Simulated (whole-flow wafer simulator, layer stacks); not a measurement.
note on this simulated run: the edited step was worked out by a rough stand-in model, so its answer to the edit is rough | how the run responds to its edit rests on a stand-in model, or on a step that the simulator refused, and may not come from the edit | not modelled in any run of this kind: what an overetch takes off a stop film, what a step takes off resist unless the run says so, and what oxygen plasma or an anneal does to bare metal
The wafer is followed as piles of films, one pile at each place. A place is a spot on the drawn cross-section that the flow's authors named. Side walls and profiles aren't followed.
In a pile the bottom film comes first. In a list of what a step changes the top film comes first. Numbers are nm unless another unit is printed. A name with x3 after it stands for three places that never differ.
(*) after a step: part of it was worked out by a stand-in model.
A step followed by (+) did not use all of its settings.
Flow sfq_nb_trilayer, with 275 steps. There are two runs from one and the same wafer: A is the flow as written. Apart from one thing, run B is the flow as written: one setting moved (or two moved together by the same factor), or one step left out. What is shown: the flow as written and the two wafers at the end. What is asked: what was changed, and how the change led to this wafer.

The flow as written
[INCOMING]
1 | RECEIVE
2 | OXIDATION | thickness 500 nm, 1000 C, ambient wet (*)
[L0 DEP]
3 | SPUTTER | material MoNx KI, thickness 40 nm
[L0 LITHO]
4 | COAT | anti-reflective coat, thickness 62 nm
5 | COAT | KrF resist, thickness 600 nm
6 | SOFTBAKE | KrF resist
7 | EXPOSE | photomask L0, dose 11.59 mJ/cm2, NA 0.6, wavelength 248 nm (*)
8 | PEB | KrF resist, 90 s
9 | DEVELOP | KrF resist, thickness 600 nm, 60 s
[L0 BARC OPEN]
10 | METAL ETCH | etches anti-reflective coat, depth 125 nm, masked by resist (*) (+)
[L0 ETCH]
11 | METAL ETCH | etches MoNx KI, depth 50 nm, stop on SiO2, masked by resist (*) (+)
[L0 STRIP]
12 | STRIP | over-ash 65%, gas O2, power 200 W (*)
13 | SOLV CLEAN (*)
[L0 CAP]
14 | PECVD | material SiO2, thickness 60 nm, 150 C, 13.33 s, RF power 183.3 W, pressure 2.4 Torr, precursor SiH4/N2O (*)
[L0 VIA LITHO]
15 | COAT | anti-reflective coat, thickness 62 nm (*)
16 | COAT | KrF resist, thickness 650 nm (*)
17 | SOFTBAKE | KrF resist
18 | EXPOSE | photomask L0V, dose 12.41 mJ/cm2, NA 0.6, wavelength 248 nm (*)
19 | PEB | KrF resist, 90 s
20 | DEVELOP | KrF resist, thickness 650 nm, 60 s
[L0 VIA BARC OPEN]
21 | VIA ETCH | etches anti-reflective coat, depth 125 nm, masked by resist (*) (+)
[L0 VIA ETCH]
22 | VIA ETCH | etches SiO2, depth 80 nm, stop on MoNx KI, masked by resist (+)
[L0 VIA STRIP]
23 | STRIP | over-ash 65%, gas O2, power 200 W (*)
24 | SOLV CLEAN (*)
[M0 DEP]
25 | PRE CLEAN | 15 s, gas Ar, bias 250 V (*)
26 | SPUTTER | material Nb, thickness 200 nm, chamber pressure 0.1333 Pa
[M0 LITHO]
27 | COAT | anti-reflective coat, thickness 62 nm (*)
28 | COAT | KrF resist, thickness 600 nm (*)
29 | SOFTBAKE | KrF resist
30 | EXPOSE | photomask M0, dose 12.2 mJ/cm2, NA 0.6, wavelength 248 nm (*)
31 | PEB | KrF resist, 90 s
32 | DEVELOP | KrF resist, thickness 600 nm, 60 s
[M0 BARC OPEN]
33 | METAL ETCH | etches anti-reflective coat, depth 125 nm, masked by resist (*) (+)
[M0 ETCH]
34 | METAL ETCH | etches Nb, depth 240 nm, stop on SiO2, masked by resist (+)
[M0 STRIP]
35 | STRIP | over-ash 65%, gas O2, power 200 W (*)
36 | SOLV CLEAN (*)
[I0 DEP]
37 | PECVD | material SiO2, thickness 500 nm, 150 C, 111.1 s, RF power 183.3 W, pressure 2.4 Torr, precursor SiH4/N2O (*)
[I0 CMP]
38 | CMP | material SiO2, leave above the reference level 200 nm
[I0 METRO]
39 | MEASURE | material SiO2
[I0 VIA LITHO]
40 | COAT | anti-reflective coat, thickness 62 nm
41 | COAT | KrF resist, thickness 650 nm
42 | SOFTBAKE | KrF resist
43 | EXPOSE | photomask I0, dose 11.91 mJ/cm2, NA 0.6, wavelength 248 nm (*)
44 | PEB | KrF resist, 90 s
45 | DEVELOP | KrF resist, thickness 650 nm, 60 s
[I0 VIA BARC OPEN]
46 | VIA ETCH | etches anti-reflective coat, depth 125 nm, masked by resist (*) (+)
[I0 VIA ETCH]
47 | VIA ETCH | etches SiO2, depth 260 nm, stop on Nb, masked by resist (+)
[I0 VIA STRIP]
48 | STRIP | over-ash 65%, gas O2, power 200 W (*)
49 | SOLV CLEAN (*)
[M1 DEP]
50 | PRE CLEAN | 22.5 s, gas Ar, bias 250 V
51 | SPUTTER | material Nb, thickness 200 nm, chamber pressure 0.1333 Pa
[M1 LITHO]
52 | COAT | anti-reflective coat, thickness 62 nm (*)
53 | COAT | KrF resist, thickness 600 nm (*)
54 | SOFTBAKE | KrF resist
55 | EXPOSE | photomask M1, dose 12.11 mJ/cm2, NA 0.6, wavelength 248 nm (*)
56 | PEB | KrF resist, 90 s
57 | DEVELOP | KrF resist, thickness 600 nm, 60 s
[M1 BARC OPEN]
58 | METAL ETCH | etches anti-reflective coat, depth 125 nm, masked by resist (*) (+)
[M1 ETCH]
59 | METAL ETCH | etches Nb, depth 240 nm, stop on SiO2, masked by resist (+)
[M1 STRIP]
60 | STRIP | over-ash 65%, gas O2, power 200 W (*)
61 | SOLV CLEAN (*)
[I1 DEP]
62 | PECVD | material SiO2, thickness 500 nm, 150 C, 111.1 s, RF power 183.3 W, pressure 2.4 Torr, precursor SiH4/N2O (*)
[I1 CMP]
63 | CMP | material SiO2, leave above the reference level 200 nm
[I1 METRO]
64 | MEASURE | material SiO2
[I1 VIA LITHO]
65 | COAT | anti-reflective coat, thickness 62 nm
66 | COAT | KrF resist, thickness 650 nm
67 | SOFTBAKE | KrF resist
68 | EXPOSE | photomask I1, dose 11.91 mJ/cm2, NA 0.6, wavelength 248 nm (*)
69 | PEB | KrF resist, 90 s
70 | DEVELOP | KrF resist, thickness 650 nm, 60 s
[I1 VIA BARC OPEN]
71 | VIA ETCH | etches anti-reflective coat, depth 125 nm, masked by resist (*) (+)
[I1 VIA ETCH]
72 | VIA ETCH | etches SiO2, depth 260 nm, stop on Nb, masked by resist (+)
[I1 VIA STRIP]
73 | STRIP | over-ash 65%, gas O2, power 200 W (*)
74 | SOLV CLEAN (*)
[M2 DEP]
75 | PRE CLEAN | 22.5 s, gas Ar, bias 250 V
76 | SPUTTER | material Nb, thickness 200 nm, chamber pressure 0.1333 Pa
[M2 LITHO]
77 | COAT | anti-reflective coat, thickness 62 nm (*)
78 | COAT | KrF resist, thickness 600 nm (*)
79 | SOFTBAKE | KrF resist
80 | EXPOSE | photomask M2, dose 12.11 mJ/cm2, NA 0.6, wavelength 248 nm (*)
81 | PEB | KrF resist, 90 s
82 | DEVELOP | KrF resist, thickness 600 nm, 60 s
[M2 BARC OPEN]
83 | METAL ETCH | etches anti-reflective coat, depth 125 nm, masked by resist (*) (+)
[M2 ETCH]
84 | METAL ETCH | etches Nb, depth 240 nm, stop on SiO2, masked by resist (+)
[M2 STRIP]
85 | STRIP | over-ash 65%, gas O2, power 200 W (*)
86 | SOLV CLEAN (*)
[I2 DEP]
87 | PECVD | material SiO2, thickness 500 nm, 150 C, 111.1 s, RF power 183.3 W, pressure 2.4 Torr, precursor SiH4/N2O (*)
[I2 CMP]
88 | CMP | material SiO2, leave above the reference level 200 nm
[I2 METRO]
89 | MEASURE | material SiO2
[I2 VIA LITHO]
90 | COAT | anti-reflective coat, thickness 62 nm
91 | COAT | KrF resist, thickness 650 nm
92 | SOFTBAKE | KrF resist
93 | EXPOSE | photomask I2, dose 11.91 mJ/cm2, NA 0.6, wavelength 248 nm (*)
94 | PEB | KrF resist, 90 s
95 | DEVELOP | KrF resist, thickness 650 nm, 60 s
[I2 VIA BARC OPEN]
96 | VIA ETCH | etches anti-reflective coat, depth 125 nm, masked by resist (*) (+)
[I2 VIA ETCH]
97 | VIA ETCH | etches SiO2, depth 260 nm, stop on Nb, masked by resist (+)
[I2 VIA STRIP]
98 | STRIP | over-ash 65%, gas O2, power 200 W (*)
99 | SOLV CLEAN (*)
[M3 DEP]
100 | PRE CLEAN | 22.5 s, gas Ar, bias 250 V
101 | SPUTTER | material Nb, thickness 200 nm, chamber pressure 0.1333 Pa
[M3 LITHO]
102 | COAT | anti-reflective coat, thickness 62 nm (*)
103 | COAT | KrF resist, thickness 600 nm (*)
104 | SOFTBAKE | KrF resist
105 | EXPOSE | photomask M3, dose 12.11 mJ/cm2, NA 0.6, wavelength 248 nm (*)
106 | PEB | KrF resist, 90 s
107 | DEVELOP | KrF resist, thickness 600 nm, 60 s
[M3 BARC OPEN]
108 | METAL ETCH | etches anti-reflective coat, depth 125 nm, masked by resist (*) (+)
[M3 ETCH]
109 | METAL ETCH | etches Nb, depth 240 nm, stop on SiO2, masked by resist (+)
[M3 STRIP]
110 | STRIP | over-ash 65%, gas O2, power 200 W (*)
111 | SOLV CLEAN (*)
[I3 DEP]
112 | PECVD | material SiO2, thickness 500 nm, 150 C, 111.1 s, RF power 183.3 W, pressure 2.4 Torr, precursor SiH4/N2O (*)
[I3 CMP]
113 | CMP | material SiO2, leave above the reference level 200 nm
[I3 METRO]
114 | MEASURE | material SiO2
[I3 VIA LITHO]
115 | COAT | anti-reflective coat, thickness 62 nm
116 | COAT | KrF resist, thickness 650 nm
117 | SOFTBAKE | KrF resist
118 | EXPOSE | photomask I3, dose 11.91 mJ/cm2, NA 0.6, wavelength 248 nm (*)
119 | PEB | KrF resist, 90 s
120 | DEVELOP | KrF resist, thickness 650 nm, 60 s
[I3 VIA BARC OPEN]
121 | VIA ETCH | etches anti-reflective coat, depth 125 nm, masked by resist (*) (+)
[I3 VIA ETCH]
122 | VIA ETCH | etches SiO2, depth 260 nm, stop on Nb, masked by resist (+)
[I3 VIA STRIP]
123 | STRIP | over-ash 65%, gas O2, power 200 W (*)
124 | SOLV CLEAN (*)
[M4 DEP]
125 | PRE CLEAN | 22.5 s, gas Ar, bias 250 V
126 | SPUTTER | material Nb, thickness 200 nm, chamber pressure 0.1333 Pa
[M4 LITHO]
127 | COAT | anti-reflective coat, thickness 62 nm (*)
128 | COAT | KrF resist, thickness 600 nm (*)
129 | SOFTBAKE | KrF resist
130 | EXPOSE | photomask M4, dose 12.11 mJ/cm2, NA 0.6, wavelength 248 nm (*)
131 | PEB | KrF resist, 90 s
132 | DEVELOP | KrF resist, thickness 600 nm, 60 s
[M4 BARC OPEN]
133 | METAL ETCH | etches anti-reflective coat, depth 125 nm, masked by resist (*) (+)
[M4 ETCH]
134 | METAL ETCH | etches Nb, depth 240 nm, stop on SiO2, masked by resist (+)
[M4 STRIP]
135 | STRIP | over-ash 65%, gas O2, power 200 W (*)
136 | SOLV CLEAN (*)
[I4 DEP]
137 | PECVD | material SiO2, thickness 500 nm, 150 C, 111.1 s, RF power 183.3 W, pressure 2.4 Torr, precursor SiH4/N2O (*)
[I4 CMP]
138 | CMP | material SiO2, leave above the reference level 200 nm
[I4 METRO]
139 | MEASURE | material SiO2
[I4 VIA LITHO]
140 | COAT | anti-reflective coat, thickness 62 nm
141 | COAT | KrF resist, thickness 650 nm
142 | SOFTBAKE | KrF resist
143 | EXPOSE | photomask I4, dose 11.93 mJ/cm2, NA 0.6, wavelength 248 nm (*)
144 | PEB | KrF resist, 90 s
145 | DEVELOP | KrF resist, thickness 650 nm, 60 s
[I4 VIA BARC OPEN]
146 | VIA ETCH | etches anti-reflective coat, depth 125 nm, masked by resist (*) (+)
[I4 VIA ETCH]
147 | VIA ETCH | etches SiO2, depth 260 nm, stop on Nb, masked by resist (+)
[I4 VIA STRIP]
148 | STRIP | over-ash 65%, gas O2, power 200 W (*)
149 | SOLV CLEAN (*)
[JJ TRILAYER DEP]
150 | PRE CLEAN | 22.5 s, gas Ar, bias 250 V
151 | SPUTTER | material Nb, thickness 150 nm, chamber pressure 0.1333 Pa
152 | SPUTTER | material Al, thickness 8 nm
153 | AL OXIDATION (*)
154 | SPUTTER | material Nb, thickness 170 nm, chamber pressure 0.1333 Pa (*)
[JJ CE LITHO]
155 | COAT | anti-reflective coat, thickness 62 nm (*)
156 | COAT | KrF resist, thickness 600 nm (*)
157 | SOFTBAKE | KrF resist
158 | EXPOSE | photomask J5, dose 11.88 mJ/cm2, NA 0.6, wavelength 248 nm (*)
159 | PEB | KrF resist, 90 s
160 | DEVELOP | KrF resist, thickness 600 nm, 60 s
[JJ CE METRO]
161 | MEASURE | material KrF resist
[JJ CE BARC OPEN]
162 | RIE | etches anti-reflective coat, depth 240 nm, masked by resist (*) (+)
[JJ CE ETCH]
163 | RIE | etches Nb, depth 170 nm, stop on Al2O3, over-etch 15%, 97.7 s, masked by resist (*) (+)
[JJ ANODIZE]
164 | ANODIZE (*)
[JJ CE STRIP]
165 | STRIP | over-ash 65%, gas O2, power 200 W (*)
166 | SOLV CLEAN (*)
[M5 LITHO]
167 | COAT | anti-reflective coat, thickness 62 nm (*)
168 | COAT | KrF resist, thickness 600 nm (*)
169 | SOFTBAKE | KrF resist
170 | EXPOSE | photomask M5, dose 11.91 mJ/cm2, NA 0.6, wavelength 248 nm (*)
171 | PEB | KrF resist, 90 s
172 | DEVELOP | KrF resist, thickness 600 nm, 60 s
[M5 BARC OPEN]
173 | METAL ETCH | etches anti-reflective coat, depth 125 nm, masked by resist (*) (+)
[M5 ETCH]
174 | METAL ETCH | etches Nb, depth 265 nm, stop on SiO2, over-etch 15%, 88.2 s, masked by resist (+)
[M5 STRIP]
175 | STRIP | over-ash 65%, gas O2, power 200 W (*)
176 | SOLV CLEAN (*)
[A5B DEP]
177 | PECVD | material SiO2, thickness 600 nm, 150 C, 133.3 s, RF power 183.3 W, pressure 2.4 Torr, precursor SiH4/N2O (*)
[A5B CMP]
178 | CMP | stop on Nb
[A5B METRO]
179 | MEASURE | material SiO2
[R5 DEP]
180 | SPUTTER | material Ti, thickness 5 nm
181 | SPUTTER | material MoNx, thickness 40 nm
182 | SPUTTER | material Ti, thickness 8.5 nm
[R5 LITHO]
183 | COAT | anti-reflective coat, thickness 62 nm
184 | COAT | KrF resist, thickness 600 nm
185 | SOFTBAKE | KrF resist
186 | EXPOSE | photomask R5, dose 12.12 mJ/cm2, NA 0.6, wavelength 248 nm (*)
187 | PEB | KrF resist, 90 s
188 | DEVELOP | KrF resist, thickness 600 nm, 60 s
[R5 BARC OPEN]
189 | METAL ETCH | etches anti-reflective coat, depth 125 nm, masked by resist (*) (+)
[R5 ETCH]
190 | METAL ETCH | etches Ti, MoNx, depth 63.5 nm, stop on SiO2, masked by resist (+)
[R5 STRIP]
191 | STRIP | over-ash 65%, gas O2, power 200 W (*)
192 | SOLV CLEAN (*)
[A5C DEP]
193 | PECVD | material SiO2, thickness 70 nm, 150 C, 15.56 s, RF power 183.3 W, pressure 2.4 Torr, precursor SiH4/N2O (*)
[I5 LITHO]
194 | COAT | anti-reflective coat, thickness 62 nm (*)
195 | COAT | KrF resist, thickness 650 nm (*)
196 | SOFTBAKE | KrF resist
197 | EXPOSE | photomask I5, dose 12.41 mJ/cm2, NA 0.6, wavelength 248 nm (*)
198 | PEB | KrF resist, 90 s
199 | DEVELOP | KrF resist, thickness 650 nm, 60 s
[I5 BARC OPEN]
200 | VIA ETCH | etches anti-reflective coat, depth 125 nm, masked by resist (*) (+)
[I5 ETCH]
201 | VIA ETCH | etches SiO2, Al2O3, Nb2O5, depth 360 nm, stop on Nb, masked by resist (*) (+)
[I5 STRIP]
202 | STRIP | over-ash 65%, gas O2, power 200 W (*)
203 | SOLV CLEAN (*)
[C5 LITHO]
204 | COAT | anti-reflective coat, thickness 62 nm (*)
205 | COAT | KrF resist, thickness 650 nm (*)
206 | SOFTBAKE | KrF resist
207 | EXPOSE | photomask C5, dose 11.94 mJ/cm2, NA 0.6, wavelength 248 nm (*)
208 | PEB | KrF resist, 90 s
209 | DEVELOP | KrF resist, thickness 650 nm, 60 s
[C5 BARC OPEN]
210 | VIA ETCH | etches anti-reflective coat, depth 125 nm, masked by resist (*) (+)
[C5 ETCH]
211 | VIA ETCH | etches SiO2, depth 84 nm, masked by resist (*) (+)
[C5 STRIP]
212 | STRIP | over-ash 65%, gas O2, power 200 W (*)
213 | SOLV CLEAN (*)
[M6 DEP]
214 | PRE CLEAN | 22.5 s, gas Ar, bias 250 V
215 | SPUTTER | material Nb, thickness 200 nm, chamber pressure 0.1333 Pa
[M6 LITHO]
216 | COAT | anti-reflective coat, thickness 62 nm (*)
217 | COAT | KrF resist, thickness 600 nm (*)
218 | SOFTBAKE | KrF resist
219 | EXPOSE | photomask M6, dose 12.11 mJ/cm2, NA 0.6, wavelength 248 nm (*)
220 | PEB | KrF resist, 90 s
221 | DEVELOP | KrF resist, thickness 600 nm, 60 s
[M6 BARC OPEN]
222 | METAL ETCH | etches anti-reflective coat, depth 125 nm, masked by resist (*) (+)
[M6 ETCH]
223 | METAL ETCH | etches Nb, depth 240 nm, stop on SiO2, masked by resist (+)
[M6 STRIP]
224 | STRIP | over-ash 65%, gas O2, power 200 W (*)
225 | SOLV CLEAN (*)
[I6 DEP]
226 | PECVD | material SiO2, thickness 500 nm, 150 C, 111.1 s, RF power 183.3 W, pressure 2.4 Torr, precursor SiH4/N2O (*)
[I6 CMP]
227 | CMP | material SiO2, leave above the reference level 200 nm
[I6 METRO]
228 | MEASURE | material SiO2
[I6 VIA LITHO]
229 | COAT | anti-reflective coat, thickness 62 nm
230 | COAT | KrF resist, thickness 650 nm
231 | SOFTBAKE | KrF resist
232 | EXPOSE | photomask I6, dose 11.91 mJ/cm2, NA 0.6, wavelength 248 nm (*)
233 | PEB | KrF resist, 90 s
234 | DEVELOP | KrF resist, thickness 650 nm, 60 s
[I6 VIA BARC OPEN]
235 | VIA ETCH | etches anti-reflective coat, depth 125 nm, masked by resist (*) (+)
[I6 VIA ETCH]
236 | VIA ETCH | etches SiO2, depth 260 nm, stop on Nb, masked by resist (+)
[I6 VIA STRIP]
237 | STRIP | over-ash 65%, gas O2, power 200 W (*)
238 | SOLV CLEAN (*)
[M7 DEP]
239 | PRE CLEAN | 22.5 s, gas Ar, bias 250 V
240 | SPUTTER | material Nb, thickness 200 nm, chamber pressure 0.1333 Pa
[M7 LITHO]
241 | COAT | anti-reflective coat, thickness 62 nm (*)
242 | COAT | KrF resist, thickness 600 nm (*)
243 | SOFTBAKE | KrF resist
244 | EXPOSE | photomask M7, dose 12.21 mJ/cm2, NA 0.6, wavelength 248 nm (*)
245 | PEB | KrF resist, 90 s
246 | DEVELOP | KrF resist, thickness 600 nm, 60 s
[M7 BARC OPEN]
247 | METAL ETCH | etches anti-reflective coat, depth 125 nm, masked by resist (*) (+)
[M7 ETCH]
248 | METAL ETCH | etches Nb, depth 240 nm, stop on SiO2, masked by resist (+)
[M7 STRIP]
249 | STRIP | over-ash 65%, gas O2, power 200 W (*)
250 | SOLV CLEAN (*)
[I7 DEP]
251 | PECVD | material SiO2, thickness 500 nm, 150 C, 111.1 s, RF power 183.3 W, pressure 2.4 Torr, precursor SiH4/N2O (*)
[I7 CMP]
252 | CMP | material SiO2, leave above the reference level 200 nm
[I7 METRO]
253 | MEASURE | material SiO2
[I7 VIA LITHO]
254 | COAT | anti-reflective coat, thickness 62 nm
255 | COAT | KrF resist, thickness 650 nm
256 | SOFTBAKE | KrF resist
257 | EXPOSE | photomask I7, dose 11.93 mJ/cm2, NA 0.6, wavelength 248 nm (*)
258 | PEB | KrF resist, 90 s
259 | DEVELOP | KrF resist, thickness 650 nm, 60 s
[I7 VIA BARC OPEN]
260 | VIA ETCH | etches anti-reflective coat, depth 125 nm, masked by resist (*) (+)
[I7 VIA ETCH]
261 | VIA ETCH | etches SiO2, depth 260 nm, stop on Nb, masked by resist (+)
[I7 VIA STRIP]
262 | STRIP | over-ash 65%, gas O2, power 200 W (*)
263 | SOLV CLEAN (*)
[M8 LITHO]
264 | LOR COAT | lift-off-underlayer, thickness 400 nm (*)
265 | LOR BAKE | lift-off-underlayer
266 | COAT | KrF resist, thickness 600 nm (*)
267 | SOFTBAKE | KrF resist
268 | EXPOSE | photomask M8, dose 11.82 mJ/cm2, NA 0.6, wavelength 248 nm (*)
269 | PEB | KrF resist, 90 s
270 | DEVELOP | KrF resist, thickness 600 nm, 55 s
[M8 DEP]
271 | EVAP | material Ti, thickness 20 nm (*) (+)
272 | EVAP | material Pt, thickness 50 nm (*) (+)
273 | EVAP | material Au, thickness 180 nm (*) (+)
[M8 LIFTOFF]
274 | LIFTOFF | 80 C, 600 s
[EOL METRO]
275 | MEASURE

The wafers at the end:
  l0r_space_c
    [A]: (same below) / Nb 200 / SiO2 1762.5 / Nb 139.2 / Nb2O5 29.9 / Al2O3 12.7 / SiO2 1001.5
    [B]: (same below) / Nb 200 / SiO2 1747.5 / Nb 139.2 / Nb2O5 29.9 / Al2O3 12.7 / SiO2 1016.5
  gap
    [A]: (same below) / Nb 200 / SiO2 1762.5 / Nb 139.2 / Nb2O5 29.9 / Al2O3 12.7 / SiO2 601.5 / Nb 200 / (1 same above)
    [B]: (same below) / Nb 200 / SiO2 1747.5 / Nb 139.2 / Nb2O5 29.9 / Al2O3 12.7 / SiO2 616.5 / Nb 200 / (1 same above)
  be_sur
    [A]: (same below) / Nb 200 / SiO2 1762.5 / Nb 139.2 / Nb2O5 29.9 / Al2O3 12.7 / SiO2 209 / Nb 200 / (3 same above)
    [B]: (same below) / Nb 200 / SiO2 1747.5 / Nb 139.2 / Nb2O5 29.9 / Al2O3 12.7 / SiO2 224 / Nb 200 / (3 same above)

Cause: step 137, PECVD: thickness 385 nm was run, while the flow as written has thickness 500 nm; step 137, PECVD: 85.56 s was run, where the flow has 111.1 s.

How this came from the change, step by step:
  137 | PECVD | material SiO2, thickness 500 nm, 150 C, 111.1 s, RF power 183.3 W, pressure 2.4 Torr, precursor SiH4/N2O (*)
      field_l, be, be_sur and 55 more: A +500 SiO2 | B +385 SiO2
      v_sur, via_wl, via_w and 35 more: A +500 SiO2 (new film) | B +385 SiO2 (new film)
      (also at 10 further places)
  138 | CMP | material SiO2, leave above the reference level 200 nm
      field_l, be, be_sur and 55 more: A -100 SiO2 | B nothing
      p3_s0, p3_s1, p3_s2, p3_s3, p3_s4, p3_s5: A -157.1 SiO2 | B nothing
      (also at 42 further places)
  140 | COAT | anti-reflective coat, thickness 62 nm
      ln_m6, p3_l1, p3_l2, p3_l3, p3_l4, p3_l5, p3_l6: A +62 anti-reflective coat (new film) | B +58.3 anti-reflective coat (new film)
      be, p3_fr, wl_g_sr, m0r_space_l, m6r_space_l, m7r_space_l: A +62 anti-reflective coat (new film) | B +64.1 anti-reflective coat (new film)
      (also at 34 further places)
  148 | STRIP | over-ash 65%, gas O2, power 200 W (*)
      p3_s1, p3_s2, p3_s3: A -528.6 KrF resist (all of it), -62 anti-reflective coat (all of it) | B -532.1 KrF resist (all of it), -66.8 anti-reflective coat (all of it)
      p3_l2, p3_l3, p3_l4: A -528.6 KrF resist (all of it), -62 anti-reflective coat (all of it) | B -525.7 KrF resist (all of it), -58.3 anti-reflective coat (all of it)
      (also at 41 further places)
  155 | COAT | anti-reflective coat, thickness 62 nm (*)
      p3_fr, m0r_space_l, m0r_space_r, m6r_space_l, m6r_space_r, m7r_space_l, m7r_space_r: A +62 anti-reflective coat (new film) | B +63.9 anti-reflective coat (new film)
      p3_s0, p3_s1, p3_s2, p3_s3, p3_s4, p3_s5: A +62 anti-reflective coat (new film) | B +65.9 anti-reflective coat (new film)
      (also at 32 further places)
  162 | RIE | etches anti-reflective coat, depth 240 nm, masked by resist (*) (+)
      p3_fr, m0r_space_l, m0r_space_r, m6r_space_l, m6r_space_r, m7r_space_l, m7r_space_r: A -62 anti-reflective coat (all of it) | B -63.9 anti-reflective coat (all of it)
      p3_s0, p3_s1, p3_s2, p3_s3, p3_s4, p3_s5: A -62 anti-reflective coat (all of it) | B -65.9 anti-reflective coat (all of it)
      (also at 32 further places)
  167 | COAT | anti-reflective coat, thickness 62 nm (*)
      p3_s0, p3_s1, p3_s2, p3_s3, p3_s4, p3_s5: A +62 anti-reflective coat (new film) | B +65.5 anti-reflective coat (new film)
      p3_l1, p3_l2, p3_l3, p3_l4, p3_l5, p3_l6: A +62 anti-reflective coat (new film) | B +57 anti-reflective coat (new film)
      (also at 33 further places)
  173 | METAL ETCH | etches anti-reflective coat, depth 125 nm, masked by resist (*) (+)
      p3_s0, p3_s1, p3_s2, p3_s3, p3_s4, p3_s5: A -62 anti-reflective coat (all of it), -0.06 Al2O3 | B -65.5 anti-reflective coat (all of it), -0.06 Al2O3
      p3_l1, p3_l2, p3_l3, p3_l4, p3_l5, p3_l6: A -62 anti-reflective coat (all of it), -0.06 Al2O3 | B -57 anti-reflective coat (all of it), -0.07 Al2O3
      (also at 14 further places)
  175 | STRIP | over-ash 65%, gas O2, power 200 W (*)
      m0r_space_l, m6r_space_l, m7r_space_l: A -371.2 KrF resist (all of it), -62 anti-reflective coat (all of it) | B -372.3 KrF resist (all of it), -63.7 anti-reflective coat (all of it)
      m0r_space_r, m6r_space_r, m7r_space_r: A -371.2 KrF resist (all of it), -62 anti-reflective coat (all of it) | B -372.3 KrF resist (all of it), -63.8 anti-reflective coat (all of it)
      (also at 13 further places)
  178 | CMP | stop on Nb
      ce_l, c5j, ce_r: A -600 SiO2 (all of it) | B -585 SiO2
      be, be_sur, gap and 34 more: A -453.5 SiO2 | B -438.5 SiO2
      (also at 27 further places)
  190 | METAL ETCH | etches Ti, MoNx, depth 63.5 nm, stop on SiO2, masked by resist (+)
      ce_l, c5j, ce_r: A -8.5 Ti (all of it), -40 MoNx (all of it), -5 Ti (all of it), -10 Nb | B -8.5 Ti (all of it), -40 MoNx (all of it), -5 Ti (all of it)
  193 | PECVD | material SiO2, thickness 70 nm, 150 C, 15.56 s, RF power 183.3 W, pressure 2.4 Torr, precursor SiH4/N2O (*)
      ce_l, c5j, ce_r: A +70 SiO2 (new film) | B +70 SiO2
  194 | COAT | anti-reflective coat, thickness 62 nm (*)
      jj_sur: A +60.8 anti-reflective coat (new film) | B +62.8 anti-reflective coat (new film)
      ce_l: A +67.2 anti-reflective coat (new film) | B +62.7 anti-reflective coat (new film)
      (also at 3 further places)
  201 | VIA ETCH | etches SiO2, Al2O3, Nb2O5, depth 360 nm, stop on Nb, masked by resist (*) (+)
      be: A -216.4 SiO2 (all of it), -12.7 Al2O3 (all of it), -29.9 Nb2O5 (all of it) | B -231.4 SiO2 (all of it), -12.7 Al2O3 (all of it), -29.9 Nb2O5 (all of it)
  202 | STRIP | over-ash 65%, gas O2, power 200 W (*)
      jj_sur: A -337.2 KrF resist (all of it), -60.8 anti-reflective coat (all of it) | B -336.9 KrF resist (all of it), -62.8 anti-reflective coat (all of it)
      ce_l: A -341.5 KrF resist (all of it), -67.2 anti-reflective coat (all of it) | B -337.9 KrF resist (all of it), -62.7 anti-reflective coat (all of it)
      (also at 3 further places)
  204 | COAT | anti-reflective coat, thickness 62 nm (*)
      wire: A +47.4 anti-reflective coat (new film) | B +48.4 anti-reflective coat (new film)
      be: A +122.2 anti-reflective coat (new film) | B +126.2 anti-reflective coat (new film)
      (also at 5 further places)
  ... 8 other steps ...
  227 | CMP | material SiO2, leave above the reference level 200 nm
      ce_l, ce_r: A -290 SiO2 | B -300 SiO2
      c5j: A -223 SiO2 | B -233 SiO2
